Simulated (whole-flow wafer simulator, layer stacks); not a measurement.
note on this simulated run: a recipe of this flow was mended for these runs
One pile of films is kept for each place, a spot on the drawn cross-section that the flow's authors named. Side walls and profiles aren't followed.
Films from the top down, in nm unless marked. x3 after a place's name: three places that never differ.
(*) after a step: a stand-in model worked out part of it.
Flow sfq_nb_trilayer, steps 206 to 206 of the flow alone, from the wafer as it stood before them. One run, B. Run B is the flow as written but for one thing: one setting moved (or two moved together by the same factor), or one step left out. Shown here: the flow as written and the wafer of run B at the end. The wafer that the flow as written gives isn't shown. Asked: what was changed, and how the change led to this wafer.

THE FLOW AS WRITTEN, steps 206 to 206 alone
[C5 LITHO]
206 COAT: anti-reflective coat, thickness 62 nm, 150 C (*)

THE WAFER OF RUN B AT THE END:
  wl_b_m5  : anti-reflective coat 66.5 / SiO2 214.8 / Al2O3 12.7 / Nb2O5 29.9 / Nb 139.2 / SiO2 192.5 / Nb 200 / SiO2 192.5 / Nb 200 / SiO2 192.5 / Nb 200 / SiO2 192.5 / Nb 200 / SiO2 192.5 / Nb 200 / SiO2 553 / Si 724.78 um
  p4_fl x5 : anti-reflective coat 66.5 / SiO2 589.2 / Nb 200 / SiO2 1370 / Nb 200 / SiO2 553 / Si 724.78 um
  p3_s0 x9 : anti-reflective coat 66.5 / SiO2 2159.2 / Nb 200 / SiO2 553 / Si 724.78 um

The cause: step 206, COAT: thickness 66.5 nm was run, where the flow has thickness 62 nm.
It can be read off the wafer: wl_b_m5 has anti-reflective coat 66.5, and step 206 as written asks for 62 nm.

How the change led to this, step by step:
  206 COAT: anti-reflective coat, thickness 62 nm, 150 C (*)
      p4_fl x5, p4_w1 x9, p3_s0 x9 and 42 more: anti-reflective coat +66.5 (new film) (as written it would be: anti-reflective coat +62 (new film))
      r5r_line_l, r5r_line_c, r5r_line_r: anti-reflective coat +40 (new film) (as written it would be: anti-reflective coat +35.5 (new film))
      (and at 38 more places)
